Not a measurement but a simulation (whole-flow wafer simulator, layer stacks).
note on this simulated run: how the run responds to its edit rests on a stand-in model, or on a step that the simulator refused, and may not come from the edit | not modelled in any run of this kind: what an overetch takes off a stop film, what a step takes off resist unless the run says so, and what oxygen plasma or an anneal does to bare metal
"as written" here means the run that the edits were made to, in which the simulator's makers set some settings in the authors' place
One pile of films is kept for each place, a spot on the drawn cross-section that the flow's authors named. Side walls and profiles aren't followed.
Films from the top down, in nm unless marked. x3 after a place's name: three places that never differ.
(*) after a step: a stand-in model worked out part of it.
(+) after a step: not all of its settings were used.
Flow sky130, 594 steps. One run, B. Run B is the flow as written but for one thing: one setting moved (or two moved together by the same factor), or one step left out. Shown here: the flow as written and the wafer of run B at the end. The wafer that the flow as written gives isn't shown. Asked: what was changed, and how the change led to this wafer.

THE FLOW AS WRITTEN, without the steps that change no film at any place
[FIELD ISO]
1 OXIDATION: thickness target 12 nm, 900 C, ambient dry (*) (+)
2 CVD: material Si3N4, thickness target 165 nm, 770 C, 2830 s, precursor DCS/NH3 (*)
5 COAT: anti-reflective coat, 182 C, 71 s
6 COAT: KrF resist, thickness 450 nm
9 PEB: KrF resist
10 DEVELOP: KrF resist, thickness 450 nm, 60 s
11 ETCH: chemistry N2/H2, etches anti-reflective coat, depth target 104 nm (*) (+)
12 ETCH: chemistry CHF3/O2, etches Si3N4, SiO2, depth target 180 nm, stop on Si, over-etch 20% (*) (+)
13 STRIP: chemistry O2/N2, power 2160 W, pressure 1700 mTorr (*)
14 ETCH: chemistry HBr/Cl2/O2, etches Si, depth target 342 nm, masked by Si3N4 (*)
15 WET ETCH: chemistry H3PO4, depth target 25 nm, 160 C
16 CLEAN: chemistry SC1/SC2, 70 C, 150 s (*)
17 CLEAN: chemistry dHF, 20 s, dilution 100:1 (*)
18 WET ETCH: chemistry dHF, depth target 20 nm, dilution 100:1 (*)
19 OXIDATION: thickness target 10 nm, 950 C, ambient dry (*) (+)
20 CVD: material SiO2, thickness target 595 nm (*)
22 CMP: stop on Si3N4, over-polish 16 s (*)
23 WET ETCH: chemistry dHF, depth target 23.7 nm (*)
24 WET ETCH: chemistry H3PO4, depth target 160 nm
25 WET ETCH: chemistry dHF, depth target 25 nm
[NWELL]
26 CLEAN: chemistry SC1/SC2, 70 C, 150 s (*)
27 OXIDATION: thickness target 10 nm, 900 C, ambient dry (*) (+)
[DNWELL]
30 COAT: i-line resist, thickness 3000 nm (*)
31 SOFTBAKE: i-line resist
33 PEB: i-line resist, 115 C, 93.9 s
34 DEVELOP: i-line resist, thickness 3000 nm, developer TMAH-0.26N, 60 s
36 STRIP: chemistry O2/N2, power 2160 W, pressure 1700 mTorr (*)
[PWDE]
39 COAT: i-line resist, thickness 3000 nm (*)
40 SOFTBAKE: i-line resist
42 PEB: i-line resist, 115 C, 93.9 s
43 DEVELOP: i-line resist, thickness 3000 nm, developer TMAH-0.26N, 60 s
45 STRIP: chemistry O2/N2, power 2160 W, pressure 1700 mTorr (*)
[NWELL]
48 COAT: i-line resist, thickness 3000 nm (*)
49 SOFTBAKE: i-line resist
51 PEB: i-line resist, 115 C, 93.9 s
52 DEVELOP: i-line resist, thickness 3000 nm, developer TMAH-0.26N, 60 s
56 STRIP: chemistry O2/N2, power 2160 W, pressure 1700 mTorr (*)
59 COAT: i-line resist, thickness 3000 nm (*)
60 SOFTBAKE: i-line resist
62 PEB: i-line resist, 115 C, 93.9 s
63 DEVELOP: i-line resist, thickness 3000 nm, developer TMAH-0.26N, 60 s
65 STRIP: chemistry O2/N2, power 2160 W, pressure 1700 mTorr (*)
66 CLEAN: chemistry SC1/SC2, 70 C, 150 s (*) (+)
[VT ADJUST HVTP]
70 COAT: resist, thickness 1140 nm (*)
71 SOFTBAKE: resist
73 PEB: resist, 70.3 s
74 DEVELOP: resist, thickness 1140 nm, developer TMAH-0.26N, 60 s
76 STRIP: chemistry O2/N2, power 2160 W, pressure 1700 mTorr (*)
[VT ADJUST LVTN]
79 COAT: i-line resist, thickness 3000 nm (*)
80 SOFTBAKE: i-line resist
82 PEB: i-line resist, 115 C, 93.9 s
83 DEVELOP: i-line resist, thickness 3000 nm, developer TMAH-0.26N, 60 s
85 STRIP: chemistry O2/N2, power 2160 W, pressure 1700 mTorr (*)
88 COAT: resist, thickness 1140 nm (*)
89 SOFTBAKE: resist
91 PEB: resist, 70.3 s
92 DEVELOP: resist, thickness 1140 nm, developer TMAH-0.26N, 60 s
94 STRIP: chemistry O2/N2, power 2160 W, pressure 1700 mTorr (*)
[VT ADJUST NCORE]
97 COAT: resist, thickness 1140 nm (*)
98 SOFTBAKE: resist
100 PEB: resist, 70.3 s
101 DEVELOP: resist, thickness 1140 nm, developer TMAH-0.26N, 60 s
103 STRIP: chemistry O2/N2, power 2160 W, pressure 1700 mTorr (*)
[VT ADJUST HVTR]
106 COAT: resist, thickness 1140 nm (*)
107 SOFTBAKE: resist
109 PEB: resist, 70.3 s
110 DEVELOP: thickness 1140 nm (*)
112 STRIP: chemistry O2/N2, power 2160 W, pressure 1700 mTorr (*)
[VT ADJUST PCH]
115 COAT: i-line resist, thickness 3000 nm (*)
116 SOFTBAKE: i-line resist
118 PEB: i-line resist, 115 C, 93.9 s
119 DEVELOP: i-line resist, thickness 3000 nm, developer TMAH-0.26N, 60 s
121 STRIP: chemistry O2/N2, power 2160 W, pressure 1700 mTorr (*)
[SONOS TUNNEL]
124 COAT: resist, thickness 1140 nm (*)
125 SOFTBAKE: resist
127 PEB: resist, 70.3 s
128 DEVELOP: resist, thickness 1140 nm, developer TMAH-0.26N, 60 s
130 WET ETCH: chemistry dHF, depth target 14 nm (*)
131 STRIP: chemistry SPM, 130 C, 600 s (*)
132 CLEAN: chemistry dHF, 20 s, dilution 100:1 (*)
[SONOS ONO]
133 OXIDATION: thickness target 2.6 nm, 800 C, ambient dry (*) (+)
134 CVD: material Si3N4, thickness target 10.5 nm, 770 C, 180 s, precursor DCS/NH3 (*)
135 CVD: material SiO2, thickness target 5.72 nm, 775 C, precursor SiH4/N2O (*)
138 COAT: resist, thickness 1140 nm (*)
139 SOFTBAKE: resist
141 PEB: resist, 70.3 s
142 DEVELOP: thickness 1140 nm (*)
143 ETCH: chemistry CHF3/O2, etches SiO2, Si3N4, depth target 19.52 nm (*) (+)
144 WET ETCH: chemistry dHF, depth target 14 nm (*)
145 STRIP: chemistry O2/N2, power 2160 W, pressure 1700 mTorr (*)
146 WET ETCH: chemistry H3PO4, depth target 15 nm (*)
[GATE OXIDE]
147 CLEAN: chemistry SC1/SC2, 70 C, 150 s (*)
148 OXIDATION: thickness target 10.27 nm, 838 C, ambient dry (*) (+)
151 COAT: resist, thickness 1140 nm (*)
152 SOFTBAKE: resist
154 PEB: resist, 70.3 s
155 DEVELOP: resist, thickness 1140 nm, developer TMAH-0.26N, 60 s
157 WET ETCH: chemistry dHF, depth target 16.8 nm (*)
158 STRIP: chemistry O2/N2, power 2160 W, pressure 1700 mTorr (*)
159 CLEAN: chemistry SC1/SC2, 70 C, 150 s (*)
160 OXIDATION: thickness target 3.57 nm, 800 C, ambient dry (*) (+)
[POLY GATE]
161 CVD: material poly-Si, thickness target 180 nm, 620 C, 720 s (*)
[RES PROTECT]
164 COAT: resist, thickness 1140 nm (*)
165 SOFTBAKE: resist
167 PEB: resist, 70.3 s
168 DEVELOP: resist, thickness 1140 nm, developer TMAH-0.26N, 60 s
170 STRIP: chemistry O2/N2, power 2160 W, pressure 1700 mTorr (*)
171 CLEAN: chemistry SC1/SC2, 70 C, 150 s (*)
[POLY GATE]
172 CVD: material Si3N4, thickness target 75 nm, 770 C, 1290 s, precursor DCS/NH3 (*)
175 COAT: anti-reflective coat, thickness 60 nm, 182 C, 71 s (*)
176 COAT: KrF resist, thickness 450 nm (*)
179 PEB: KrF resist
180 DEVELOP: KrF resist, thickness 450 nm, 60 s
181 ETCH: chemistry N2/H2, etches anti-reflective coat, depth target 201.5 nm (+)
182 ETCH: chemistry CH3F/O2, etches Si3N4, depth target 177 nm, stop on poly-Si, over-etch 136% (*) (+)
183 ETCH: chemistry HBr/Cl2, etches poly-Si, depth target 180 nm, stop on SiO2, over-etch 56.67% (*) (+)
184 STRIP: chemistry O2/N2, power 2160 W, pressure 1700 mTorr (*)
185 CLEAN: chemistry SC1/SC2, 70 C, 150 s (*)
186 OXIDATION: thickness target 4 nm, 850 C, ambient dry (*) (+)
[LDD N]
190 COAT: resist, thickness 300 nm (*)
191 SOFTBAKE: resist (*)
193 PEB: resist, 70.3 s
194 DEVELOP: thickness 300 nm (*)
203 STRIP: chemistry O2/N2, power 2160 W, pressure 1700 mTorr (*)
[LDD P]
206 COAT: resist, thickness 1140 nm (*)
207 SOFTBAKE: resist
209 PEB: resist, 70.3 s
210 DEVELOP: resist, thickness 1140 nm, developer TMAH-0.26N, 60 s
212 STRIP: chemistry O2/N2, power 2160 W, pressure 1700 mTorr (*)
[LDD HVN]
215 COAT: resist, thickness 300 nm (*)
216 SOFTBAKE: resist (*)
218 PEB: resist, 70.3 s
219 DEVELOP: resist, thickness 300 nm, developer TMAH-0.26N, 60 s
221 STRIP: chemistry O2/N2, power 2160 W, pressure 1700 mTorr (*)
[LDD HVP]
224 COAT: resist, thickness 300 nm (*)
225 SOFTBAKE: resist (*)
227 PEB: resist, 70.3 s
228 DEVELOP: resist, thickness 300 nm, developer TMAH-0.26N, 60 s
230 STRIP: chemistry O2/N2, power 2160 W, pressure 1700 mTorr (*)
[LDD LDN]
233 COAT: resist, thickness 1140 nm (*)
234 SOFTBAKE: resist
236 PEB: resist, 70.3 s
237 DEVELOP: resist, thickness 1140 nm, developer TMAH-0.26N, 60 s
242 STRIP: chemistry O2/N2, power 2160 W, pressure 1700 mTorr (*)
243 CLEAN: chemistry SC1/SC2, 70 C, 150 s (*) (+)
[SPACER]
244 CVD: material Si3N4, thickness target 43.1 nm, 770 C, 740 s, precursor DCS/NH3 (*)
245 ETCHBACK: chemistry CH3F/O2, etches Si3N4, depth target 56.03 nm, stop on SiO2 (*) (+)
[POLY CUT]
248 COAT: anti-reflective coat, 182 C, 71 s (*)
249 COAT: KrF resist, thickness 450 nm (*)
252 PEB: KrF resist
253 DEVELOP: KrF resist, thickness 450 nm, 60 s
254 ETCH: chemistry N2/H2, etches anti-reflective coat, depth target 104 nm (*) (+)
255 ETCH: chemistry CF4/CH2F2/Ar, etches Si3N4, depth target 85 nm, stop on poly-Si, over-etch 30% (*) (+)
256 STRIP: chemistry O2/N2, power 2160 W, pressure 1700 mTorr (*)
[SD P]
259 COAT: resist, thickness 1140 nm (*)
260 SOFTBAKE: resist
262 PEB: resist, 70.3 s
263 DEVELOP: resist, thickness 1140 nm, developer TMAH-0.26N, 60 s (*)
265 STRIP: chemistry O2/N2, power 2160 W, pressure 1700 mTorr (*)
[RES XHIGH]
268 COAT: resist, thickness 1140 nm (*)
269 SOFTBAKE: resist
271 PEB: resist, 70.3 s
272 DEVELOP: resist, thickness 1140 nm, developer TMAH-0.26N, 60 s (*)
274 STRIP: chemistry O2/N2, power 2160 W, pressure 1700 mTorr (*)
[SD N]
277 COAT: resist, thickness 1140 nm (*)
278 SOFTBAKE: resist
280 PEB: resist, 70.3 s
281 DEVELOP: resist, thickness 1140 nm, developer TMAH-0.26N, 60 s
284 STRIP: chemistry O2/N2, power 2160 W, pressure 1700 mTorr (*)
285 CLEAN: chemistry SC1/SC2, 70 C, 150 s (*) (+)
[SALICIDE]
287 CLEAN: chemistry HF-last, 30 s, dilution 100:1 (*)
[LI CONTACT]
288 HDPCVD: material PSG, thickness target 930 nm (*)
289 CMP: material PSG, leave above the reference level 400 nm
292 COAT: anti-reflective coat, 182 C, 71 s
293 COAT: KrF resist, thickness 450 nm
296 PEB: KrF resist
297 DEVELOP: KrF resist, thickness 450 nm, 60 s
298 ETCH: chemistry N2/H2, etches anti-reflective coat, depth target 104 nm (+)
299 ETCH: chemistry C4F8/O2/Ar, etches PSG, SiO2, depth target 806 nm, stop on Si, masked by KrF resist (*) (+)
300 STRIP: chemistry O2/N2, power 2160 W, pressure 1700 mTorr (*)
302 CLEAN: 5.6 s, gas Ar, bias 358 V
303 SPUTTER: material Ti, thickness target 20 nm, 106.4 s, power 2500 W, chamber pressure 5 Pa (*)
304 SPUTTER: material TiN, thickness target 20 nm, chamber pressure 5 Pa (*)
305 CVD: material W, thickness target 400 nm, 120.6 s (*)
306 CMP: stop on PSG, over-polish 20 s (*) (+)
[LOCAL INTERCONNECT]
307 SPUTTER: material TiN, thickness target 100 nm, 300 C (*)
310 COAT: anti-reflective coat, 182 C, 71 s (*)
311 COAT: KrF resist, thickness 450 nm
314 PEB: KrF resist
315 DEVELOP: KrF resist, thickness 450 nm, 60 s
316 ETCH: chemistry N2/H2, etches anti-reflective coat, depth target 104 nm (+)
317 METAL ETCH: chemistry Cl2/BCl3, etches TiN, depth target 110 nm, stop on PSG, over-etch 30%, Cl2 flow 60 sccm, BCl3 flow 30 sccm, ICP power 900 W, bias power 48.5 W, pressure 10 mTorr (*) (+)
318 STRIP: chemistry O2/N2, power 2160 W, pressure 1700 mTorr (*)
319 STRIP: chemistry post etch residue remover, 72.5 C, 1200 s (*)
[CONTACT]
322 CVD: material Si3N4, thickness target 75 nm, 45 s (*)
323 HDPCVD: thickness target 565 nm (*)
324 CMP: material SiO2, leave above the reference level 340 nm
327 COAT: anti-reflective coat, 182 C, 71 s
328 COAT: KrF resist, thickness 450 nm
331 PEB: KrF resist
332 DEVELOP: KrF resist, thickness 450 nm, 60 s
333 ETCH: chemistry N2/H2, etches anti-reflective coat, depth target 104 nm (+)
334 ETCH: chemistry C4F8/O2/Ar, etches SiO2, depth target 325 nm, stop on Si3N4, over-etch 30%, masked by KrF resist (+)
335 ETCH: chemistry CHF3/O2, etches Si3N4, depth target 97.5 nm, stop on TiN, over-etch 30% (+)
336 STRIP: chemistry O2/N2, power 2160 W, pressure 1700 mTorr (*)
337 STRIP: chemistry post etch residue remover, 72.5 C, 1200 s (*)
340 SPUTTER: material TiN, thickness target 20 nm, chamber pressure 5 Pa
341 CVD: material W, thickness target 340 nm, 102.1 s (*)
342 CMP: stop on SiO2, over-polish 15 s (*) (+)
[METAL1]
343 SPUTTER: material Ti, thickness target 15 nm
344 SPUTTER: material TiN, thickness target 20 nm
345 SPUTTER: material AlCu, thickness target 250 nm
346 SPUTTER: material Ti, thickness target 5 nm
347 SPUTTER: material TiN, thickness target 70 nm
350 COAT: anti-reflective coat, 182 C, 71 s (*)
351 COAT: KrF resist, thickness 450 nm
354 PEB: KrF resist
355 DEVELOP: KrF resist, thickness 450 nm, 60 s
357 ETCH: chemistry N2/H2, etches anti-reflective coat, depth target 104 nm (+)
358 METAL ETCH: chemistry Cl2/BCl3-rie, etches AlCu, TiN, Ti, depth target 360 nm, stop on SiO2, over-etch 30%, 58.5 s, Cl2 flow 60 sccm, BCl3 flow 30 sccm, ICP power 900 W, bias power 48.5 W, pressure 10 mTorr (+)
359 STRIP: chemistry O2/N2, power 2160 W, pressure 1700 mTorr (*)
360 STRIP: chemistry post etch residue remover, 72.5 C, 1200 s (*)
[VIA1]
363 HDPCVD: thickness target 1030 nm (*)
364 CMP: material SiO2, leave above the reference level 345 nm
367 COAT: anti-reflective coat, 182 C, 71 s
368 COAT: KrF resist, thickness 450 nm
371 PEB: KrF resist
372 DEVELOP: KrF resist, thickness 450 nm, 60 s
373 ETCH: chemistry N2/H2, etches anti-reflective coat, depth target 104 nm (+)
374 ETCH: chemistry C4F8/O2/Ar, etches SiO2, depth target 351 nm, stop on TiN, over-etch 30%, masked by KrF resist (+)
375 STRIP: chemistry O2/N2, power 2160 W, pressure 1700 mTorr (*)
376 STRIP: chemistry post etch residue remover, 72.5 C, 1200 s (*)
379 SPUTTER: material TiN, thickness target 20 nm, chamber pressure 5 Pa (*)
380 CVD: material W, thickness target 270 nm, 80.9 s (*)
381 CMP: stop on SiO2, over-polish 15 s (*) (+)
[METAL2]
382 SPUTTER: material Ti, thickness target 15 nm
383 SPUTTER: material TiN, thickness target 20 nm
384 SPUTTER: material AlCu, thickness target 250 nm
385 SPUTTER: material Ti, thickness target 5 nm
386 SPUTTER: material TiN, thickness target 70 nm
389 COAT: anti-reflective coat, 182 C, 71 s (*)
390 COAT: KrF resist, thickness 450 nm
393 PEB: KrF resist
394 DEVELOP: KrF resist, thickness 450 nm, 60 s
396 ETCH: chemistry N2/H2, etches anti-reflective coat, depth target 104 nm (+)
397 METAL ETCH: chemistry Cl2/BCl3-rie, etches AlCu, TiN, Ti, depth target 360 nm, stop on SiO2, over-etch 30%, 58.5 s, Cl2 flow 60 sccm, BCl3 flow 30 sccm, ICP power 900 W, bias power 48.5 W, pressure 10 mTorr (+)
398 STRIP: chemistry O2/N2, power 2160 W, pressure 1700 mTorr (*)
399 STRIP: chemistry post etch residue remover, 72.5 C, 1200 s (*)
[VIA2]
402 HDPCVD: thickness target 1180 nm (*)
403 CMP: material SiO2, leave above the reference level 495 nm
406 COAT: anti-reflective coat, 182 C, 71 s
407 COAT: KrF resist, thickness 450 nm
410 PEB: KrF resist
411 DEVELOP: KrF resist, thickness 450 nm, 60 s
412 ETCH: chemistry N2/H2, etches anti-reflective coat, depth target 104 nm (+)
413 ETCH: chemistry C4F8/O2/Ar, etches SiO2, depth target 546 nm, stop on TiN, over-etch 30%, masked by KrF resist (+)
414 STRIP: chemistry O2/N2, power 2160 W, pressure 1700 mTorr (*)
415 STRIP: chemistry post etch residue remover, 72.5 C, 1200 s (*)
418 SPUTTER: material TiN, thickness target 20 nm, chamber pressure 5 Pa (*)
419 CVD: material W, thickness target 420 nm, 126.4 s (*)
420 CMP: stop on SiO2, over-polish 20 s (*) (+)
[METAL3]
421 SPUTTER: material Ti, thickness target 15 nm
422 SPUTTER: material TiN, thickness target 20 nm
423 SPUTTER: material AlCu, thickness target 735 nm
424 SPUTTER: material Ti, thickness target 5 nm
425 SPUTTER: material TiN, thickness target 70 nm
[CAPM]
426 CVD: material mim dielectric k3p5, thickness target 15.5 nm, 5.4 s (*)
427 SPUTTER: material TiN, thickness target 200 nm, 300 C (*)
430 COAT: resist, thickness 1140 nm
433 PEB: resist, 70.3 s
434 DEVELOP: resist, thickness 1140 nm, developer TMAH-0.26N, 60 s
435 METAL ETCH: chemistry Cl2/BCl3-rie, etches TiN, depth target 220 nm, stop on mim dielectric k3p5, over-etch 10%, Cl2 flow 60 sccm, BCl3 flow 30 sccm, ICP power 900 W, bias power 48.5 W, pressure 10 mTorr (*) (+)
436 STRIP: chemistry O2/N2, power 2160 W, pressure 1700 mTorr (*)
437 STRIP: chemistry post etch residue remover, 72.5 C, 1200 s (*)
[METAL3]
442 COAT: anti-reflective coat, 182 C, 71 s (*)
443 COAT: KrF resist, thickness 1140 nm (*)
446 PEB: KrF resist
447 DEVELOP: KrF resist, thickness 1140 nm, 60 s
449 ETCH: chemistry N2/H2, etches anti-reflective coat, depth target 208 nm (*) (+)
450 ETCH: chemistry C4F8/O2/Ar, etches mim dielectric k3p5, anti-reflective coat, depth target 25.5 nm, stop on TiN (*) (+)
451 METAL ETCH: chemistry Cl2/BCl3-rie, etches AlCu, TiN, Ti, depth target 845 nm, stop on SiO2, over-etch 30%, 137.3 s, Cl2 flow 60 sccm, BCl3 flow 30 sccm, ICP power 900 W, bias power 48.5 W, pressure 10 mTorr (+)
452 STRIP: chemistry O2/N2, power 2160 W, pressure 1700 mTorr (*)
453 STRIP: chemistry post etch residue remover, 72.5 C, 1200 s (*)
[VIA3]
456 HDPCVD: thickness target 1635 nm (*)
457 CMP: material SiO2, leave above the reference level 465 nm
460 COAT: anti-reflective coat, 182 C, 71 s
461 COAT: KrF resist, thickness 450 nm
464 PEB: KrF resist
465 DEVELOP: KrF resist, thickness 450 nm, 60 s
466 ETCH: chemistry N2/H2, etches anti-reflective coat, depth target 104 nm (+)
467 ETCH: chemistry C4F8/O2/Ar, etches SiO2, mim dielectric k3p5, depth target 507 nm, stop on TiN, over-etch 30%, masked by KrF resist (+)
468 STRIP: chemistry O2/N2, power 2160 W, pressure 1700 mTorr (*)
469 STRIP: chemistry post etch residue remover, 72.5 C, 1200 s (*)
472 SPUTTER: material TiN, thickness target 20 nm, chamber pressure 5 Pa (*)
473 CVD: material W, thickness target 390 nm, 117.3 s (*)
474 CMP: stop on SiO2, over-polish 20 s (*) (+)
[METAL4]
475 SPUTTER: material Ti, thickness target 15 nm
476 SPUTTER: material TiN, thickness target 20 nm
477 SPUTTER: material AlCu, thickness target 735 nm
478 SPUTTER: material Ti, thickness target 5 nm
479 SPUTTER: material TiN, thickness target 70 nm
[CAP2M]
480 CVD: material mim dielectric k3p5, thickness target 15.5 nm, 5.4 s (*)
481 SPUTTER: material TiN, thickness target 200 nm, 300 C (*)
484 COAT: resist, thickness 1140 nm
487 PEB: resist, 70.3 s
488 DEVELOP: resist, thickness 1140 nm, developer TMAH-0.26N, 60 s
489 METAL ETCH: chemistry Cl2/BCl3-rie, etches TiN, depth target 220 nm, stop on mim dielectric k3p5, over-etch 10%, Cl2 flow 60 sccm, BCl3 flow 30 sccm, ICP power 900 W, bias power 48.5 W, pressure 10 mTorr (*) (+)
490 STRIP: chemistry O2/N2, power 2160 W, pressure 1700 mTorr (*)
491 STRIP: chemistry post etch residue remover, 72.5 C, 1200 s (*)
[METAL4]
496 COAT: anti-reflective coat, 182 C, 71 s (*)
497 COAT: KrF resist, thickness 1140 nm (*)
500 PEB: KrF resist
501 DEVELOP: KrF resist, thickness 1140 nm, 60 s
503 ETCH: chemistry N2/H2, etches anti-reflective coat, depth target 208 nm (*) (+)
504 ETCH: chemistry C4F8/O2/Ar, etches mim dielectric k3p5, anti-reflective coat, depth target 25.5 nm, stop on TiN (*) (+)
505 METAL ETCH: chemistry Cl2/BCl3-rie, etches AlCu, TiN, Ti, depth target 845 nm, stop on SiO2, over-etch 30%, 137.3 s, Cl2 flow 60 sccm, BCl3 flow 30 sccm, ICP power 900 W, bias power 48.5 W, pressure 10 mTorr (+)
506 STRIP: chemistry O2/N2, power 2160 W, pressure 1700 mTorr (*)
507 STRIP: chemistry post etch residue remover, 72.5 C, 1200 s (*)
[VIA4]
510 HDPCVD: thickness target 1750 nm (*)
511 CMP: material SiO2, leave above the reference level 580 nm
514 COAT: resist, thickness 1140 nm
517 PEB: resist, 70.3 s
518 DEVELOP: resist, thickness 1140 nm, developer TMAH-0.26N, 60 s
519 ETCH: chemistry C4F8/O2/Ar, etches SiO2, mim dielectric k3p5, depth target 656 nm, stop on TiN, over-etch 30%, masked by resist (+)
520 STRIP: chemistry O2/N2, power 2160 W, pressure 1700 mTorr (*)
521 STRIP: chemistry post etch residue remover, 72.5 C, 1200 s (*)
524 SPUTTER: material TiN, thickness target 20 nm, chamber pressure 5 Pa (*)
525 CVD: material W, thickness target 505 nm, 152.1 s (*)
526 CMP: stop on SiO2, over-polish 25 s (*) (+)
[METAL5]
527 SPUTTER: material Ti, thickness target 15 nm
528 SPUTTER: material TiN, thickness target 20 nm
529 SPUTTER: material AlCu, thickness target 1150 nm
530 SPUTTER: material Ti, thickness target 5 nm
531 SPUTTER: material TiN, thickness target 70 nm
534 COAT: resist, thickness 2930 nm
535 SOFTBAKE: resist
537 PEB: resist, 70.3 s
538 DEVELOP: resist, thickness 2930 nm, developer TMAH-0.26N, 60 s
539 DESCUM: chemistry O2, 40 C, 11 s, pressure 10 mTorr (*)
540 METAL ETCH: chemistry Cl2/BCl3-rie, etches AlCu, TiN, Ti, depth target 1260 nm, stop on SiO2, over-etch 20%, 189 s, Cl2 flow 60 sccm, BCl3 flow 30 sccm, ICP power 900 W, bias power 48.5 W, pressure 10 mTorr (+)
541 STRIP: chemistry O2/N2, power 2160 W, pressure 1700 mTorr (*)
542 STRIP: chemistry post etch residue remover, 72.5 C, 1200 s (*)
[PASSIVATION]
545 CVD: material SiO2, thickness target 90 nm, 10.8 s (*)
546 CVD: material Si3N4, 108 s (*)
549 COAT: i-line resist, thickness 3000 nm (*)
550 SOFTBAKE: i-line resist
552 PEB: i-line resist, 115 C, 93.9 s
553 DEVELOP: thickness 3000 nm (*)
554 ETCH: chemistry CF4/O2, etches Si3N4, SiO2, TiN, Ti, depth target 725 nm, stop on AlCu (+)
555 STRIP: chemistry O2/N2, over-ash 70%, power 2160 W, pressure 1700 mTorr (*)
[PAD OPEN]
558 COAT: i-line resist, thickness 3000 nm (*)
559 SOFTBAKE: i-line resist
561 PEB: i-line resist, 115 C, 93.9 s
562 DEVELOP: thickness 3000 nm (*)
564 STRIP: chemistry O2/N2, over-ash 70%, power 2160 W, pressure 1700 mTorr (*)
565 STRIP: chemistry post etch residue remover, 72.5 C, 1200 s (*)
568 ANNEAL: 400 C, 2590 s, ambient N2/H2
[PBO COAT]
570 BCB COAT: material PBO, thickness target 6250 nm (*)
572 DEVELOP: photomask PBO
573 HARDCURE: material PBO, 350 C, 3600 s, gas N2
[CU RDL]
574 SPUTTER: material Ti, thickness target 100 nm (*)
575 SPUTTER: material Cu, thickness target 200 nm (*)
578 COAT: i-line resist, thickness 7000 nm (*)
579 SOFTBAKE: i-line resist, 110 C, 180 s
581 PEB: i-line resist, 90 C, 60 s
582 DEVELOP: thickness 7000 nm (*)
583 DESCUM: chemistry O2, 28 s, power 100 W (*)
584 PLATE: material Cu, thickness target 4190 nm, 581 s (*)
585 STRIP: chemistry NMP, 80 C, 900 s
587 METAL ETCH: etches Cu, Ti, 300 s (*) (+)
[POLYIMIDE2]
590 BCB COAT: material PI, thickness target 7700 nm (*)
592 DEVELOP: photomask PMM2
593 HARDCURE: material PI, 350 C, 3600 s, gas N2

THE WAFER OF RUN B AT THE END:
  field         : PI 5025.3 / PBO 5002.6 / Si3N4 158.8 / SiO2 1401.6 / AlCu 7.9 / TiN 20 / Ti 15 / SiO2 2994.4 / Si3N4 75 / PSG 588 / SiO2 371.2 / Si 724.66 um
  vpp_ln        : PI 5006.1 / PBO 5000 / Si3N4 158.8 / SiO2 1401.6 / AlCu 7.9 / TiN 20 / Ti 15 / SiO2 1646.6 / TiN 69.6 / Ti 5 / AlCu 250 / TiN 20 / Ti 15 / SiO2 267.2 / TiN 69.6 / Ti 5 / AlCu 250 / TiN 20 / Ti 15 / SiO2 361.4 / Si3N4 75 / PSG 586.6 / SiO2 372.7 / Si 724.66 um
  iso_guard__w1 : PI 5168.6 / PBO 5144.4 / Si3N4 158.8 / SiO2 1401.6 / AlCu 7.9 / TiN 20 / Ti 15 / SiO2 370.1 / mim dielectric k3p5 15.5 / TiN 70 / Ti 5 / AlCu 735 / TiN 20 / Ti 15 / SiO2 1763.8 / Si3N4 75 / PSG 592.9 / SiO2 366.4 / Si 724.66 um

The cause: step 505, METAL ETCH: depth target 612.6 nm was run, where the flow has depth target 845 nm; step 505, METAL ETCH: 99.5 s was run, where the flow has 137.3 s.

How the change led to this, step by step:
  505 METAL ETCH: chemistry Cl2/BCl3-rie, etches AlCu, TiN, Ti, depth target 845 nm, stop on SiO2, over-etch 30%, 137.3 s, Cl2 flow 60 sccm, BCl3 flow 30 sccm, ICP power 900 W, bias power 48.5 W, pressure 10 mTorr (+)
      field, gate, spacer and 68 more: TiN -70 (all of it), Ti -5 (all of it), AlCu -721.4 (as written it would be: TiN -70 (all of it), Ti -5 (all of it), AlCu -735 (all of it), TiN -20 (all of it), Ti -15 (all of it), SiO2 -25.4)
      active, vpp_iso1, mim_edge_plate and 14 more: TiN -70 (all of it), Ti -5 (all of it), AlCu -721.4 (as written it would be: TiN -70 (all of it), Ti -5 (all of it), AlCu -735 (all of it), TiN -20 (all of it), Ti -15 (all of it), SiO2 -25.3)
      (and at 105 more places)
  506 STRIP: chemistry O2/N2, power 2160 W, pressure 1700 mTorr (*)
      gate_hv, mim, dice_street and 76 more: KrF resist -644 (all of it), anti-reflective coat -80 (all of it) (as written it would be: KrF resist -492.9 (all of it), anti-reflective coat -80 (all of it))
      n_well, p_well, sd_n, sd_p, pad, mim_edge_plate_strap, mim_edge_gap_sheet: KrF resist -643.9 (all of it), anti-reflective coat -80 (all of it) (as written it would be: KrF resist -492.9 (all of it), anti-reflective coat -80 (all of it))
      (and at 19 more places)
  507 STRIP: chemistry post etch residue remover, 72.5 C, 1200 s (*)
      field, active, gate and 85 more: AlCu -5.72 (as written it would be: nothing)
  510 HDPCVD: thickness target 1750 nm (*)
      field, active, gate and 85 more: SiO2 +1750 (new film) (as written it would be: SiO2 +1750)
  511 CMP: material SiO2, leave above the reference level 580 nm
      field, active, gate and 77 more: SiO2 -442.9 (as written it would be: SiO2 -374.7)
      iso_guard__w1, mim_edge_gap, vpp_l1ln, vpp_m3ln, rpm_encl, via2_enc, rpm_encl_psd, iso_guard_nsd_tip: SiO2 -442.9 (as written it would be: SiO2 -374.6)
Counting metal films that touch as one body, field has 1 body; the flow as written gives 0 bodies.
Counting metal films that touch as one body, vpp_ln has 3 bodies (between them, from the top down: SiO2 1646.6; SiO2 267.2); the flow as written gives 2 bodies (between them, from the top down: SiO2 267.2).
Counting metal films that touch as one body, iso_guard__w1 has 2 bodies (between them, from the top down: SiO2 370.1 / mim dielectric k3p5 15.5); the flow as written gives 1 body.
